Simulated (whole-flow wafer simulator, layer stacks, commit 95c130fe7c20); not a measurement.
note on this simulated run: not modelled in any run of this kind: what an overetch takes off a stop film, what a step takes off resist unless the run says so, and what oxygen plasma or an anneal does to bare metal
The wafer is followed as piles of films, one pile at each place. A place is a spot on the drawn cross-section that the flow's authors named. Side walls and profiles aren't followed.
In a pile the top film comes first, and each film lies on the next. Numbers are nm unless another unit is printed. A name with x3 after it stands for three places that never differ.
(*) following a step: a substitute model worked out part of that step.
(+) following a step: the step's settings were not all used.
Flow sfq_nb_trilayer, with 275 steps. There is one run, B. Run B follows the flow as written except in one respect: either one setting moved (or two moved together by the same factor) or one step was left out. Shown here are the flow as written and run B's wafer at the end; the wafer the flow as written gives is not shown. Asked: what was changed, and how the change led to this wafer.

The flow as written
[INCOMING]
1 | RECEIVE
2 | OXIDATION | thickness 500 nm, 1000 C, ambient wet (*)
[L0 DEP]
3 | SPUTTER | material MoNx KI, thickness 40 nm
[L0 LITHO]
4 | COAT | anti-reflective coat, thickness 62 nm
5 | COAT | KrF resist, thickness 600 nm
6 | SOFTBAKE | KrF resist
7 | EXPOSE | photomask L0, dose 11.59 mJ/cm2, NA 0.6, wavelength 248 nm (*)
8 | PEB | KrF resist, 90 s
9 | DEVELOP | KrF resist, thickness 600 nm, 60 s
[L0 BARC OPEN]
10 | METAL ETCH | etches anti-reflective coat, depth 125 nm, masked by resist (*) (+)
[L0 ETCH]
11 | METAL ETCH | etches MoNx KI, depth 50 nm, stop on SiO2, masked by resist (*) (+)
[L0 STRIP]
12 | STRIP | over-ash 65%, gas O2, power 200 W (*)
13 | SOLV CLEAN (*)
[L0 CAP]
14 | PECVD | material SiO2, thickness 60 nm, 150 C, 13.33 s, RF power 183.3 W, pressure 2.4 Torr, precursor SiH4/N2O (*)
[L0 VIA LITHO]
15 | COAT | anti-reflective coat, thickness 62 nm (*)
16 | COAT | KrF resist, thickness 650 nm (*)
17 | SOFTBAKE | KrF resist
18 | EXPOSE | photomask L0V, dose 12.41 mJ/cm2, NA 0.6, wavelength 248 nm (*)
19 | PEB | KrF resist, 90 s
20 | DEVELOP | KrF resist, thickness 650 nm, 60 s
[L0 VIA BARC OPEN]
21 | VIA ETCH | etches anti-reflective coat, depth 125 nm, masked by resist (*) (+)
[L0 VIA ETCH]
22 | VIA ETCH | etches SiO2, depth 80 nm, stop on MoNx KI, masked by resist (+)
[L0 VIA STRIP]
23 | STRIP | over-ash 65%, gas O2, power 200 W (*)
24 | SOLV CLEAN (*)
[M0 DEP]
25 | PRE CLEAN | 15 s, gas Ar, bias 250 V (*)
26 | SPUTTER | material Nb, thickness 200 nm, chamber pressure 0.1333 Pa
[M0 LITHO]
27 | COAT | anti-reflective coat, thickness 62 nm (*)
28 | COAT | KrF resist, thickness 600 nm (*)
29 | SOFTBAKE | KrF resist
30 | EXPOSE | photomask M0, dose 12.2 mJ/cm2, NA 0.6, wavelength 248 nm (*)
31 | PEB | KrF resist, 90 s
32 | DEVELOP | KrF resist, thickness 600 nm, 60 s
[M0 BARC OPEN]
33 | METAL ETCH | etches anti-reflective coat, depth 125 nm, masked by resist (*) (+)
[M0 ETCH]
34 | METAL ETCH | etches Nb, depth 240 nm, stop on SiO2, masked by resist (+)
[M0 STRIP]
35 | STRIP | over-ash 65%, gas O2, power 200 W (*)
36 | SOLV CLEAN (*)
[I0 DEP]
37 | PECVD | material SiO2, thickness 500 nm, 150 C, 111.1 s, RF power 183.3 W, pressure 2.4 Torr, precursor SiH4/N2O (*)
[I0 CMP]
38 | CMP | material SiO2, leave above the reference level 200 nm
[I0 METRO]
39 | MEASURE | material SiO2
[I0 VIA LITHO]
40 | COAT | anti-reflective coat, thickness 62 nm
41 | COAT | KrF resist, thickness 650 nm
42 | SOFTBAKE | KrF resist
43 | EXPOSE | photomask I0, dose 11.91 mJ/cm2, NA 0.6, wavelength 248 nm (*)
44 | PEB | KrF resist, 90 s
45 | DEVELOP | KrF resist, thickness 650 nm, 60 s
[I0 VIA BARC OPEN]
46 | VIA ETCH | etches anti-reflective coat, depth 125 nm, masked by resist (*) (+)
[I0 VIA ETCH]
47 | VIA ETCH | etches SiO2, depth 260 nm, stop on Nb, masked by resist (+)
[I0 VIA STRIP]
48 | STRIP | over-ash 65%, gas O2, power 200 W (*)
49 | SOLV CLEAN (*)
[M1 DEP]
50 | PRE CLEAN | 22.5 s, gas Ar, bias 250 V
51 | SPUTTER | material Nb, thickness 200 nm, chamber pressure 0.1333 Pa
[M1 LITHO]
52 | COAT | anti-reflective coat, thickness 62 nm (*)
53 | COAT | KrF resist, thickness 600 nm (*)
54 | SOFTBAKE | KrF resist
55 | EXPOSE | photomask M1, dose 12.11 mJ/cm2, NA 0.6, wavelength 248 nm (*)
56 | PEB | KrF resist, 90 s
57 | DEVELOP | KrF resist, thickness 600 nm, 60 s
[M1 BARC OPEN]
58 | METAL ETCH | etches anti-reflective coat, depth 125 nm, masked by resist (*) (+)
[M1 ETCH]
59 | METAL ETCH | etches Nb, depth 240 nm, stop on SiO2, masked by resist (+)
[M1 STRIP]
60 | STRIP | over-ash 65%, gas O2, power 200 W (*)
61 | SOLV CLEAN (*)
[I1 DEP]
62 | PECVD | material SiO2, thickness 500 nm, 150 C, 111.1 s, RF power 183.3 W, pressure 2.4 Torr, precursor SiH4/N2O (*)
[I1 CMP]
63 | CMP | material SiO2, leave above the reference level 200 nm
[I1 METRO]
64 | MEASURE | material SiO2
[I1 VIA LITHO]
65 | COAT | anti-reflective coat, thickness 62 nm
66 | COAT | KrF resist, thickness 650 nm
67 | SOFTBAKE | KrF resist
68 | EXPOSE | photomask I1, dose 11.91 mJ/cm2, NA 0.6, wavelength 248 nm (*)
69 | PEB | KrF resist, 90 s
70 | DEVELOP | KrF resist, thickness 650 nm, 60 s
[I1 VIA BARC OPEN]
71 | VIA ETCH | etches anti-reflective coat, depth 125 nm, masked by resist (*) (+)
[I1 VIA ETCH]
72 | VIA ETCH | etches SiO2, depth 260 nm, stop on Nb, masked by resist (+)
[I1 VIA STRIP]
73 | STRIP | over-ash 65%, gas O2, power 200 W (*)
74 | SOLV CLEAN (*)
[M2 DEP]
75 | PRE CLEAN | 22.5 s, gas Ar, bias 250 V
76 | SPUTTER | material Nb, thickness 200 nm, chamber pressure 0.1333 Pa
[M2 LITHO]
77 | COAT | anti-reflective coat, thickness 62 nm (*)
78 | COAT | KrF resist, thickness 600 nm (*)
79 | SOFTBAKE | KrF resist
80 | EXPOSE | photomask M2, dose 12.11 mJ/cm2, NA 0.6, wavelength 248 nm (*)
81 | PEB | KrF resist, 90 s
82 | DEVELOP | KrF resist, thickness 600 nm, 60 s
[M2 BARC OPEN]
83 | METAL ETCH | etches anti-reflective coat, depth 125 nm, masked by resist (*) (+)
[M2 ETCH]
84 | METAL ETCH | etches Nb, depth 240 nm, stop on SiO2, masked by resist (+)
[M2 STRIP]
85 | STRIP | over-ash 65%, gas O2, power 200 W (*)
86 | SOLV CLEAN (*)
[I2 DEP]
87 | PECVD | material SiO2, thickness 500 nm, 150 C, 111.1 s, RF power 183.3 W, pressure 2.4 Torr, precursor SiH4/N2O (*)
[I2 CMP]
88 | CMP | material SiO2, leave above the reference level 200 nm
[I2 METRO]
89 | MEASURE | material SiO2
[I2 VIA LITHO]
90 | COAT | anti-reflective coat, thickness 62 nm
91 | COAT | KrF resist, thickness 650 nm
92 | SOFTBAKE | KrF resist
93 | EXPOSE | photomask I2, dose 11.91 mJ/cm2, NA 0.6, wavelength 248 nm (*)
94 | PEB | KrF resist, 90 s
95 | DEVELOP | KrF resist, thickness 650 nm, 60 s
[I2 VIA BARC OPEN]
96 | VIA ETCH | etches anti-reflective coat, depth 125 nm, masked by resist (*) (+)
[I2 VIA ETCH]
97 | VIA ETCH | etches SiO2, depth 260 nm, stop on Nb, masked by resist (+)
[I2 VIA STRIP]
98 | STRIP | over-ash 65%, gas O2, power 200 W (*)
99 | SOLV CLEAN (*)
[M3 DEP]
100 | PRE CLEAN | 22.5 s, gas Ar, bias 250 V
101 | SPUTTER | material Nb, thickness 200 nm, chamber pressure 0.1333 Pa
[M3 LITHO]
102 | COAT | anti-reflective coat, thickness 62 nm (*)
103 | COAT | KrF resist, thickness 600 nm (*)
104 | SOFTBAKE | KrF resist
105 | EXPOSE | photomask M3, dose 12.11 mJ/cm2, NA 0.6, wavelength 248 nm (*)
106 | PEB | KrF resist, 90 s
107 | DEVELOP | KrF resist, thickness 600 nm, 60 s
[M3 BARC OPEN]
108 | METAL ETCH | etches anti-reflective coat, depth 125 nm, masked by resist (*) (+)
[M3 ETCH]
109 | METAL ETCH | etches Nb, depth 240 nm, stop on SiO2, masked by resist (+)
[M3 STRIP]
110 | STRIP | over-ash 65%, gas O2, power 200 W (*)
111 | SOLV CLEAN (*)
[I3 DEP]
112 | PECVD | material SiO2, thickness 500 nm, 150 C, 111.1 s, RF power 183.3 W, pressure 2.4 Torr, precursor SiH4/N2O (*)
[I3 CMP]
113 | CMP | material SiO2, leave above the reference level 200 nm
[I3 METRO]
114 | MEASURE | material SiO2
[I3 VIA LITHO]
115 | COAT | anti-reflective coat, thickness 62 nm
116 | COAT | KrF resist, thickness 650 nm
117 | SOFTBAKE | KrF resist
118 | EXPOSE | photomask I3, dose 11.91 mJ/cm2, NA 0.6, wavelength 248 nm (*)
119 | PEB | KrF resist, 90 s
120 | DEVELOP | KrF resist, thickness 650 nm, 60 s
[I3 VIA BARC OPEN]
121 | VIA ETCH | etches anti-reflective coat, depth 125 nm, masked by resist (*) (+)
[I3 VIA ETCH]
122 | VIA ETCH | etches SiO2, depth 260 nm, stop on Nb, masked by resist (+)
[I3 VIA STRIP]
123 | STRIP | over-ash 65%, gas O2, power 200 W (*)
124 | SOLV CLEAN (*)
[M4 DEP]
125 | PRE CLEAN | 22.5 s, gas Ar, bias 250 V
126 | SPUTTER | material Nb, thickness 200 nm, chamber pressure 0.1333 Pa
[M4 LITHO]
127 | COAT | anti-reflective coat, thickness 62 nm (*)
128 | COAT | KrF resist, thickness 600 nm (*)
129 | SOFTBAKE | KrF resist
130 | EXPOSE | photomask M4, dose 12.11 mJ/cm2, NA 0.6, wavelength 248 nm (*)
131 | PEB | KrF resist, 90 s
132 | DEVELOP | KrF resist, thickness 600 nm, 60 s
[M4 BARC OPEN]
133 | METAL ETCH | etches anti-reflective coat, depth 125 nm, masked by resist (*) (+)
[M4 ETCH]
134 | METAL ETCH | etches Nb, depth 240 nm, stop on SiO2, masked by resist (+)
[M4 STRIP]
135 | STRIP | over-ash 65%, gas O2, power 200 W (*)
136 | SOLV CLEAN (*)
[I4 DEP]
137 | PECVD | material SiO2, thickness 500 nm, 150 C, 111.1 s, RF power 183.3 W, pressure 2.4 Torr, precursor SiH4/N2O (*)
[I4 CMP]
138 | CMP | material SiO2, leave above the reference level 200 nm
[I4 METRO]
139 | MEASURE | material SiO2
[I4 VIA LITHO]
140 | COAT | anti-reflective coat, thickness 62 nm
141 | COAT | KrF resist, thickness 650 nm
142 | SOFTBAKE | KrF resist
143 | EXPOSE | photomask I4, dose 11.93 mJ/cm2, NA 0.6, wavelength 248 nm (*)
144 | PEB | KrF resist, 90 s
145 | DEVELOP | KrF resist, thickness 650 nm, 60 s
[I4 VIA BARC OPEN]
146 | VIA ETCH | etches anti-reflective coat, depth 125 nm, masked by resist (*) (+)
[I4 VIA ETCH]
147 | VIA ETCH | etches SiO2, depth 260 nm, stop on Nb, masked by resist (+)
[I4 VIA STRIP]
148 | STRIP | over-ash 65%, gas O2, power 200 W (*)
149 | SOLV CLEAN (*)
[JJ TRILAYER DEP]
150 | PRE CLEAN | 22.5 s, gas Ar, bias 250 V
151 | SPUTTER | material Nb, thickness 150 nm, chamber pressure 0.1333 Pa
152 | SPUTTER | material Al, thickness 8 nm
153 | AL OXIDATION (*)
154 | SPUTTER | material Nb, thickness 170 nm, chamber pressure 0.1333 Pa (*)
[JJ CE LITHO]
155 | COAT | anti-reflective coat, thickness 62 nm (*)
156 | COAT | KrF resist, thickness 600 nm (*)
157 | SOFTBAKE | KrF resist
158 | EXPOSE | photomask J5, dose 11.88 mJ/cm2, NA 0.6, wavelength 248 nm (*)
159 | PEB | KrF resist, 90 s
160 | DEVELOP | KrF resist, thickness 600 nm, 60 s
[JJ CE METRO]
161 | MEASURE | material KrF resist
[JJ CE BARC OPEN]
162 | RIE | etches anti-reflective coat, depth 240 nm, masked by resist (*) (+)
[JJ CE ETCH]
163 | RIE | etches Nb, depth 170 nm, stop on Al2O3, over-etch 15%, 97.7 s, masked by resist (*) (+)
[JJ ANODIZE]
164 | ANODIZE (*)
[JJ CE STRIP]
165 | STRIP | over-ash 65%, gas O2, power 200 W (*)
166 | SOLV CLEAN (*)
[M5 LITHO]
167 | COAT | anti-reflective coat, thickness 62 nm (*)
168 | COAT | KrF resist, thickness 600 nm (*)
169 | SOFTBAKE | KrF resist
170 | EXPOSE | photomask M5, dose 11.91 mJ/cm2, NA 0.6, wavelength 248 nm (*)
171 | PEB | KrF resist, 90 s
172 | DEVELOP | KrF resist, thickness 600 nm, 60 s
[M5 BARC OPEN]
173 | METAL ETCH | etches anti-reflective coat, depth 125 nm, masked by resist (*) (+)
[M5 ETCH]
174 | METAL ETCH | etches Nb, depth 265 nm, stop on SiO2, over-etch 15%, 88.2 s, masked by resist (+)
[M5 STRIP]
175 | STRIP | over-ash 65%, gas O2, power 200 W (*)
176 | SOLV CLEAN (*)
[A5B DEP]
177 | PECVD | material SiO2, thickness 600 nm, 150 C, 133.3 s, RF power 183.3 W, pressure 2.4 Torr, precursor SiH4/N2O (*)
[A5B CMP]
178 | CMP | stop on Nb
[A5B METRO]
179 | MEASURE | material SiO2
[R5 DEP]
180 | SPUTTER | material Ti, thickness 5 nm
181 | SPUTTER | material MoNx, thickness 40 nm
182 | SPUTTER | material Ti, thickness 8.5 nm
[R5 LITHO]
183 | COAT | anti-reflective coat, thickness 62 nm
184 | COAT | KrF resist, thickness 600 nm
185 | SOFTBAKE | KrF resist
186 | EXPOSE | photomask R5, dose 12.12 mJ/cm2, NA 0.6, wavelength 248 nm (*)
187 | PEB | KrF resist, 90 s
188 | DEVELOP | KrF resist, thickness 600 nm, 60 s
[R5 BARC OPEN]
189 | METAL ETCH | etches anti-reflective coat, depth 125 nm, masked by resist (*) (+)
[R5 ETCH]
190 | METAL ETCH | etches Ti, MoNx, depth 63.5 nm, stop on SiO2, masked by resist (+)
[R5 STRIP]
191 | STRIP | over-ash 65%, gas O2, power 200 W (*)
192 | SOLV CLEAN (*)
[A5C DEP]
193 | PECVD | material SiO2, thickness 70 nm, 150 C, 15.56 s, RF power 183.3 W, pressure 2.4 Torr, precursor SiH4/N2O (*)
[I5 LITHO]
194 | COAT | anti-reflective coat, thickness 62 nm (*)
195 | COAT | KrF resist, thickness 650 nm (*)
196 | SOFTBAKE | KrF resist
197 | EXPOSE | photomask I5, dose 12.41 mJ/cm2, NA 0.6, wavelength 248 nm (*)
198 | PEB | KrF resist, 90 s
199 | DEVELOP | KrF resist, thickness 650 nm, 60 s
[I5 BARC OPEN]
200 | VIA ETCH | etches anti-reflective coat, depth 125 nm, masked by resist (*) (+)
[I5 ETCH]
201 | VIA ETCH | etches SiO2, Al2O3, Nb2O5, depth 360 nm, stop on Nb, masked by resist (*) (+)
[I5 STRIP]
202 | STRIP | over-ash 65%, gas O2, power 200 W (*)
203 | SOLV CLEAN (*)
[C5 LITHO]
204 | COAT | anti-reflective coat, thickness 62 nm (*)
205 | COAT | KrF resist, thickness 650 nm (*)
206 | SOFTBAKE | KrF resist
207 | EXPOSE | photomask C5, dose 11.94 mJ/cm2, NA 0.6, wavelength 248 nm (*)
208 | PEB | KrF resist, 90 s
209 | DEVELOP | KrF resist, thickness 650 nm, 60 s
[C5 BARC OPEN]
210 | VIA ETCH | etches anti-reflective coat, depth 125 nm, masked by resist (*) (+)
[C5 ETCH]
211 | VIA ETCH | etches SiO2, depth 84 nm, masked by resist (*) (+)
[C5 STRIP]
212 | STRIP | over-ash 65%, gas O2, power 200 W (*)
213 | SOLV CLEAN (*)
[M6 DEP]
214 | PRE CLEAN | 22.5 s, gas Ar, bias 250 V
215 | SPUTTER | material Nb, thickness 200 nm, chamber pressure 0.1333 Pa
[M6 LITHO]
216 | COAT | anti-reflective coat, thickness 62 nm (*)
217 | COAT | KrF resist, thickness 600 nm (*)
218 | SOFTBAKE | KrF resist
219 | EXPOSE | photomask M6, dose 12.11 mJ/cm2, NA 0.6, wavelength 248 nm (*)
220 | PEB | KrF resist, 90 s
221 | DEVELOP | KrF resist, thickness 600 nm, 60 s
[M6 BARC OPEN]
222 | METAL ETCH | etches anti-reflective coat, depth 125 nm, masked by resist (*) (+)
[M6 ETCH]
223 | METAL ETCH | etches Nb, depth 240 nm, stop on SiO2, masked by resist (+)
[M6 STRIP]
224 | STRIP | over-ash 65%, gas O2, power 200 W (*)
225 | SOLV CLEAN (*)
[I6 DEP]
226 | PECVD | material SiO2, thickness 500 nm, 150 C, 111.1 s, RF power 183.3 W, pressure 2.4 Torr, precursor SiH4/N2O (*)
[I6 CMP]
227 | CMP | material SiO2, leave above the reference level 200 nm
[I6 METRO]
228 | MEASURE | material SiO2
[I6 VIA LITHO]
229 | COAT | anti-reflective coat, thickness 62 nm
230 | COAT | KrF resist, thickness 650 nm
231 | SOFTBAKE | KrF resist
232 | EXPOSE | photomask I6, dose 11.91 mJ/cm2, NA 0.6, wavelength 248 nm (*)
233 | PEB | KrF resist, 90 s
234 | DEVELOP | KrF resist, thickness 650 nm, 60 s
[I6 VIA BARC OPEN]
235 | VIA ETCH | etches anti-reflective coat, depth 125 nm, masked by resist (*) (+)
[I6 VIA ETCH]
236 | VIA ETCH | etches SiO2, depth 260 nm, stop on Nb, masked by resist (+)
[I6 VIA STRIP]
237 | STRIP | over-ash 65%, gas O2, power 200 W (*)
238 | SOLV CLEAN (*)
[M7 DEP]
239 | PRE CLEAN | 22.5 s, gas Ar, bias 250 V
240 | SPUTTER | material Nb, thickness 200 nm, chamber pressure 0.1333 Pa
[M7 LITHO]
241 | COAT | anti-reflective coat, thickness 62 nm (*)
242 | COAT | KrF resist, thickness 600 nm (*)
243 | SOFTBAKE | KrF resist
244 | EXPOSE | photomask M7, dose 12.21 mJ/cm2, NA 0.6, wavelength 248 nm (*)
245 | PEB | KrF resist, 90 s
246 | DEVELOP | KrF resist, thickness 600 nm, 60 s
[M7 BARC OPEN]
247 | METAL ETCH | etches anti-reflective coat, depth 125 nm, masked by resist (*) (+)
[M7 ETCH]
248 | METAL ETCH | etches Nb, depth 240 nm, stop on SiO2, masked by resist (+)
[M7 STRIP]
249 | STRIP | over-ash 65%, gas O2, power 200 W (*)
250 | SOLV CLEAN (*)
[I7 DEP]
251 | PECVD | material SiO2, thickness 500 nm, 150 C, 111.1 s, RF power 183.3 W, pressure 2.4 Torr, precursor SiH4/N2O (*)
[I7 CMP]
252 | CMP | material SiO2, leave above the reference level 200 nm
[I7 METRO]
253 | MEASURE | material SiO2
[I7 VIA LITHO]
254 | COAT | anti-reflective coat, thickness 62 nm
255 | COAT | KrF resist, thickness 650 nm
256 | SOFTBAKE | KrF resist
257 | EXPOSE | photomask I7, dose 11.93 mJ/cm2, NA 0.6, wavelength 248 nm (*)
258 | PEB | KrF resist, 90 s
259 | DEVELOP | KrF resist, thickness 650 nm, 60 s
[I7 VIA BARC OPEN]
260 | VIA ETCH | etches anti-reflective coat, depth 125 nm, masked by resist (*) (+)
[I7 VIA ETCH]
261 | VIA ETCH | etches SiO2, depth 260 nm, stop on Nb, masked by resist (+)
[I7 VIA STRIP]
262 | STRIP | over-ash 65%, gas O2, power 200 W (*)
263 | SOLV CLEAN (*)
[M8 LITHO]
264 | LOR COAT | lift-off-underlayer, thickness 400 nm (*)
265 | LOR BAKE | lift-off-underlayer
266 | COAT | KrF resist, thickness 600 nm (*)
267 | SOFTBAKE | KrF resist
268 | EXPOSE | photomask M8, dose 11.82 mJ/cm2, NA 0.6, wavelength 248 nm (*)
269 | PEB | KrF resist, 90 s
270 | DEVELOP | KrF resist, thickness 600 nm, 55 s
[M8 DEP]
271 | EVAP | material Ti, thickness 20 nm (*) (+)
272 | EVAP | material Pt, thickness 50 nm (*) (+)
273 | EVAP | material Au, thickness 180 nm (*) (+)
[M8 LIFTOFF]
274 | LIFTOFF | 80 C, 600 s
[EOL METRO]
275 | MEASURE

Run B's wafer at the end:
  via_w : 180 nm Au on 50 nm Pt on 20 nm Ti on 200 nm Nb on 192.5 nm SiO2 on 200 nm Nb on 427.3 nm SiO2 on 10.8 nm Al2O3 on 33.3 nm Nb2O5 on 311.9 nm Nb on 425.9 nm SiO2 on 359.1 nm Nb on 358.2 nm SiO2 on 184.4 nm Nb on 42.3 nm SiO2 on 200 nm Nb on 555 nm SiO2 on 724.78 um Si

The reason: step 47, VIA ETCH: depth 150 nm was run, though the flow has depth 260 nm.

How this came from the change, step by step:
  47 | VIA ETCH | etches SiO2, depth 260 nm, stop on Nb, masked by resist (+)
      via_w: -150 SiO2 (it would be, as written: -199.8 SiO2 (all of it))
      field_l, v_sur, via_wl and 102 more: -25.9 KrF resist (it would be, as written: -44.8 KrF resist)
  48 | STRIP | over-ash 65%, gas O2, power 200 W (*)
      field_l, v_sur, via_wl and 102 more: -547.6 KrF resist (all of it), -62 anti-reflective coat (all of it) (it would be, as written: -528.6 KrF resist (all of it), -62 anti-reflective coat (all of it))
  50 | PRE CLEAN | 22.5 s, gas Ar, bias 250 V
      via_w: -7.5 SiO2 (it would be, as written: -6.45 Nb)
  51 | SPUTTER | material Nb, thickness 200 nm, chamber pressure 0.1333 Pa
      via_w: +184.4 Nb (new film) (it would be, as written: +174.5 Nb)
  52 | COAT | anti-reflective coat, thickness 62 nm (*)
      via_wl: +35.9 anti-reflective coat (new film) (it would be, as written: +33.8 anti-reflective coat (new film))
      via_w: +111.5 anti-reflective coat (new film) (it would be, as written: +123.1 anti-reflective coat (new film))
  53 | COAT | KrF resist, thickness 600 nm (*)
      via_w: +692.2 KrF resist (new film) (it would be, as written: +731.8 KrF resist (new film))
  60 | STRIP | over-ash 65%, gas O2, power 200 W (*)
      via_wl: -389.3 KrF resist (all of it), -35.9 anti-reflective coat (all of it) (it would be, as written: -385.5 KrF resist (all of it), -33.8 anti-reflective coat (all of it))
      via_w: -474.4 KrF resist (all of it), -111.5 anti-reflective coat (all of it) (it would be, as written: -513.8 KrF resist (all of it), -123.1 anti-reflective coat (all of it))
  62 | PECVD | material SiO2, thickness 500 nm, 150 C, 111.1 s, RF power 183.3 W, pressure 2.4 Torr, precursor SiH4/N2O (*)
      via_w: +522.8 SiO2 (new film) (it would be, as written: +606 SiO2 (new film))
  63 | CMP | material SiO2, leave above the reference level 200 nm
      via_w: -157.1 SiO2 (it would be, as written: -181.6 SiO2)
If metal films that touch count as one body, via_w has 6 bodies (between them, from the top down: SiO2 192.5; SiO2 427.3 / Al2O3 10.8 / Nb2O5 33.3; SiO2 425.9; SiO2 358.2; SiO2 42.3); the flow as written gives 5 bodies (between them, from the top down: SiO2 192.5; SiO2 427.3 / Al2O3 10.8 / Nb2O5 33.3; SiO2 425.9; SiO2 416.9).
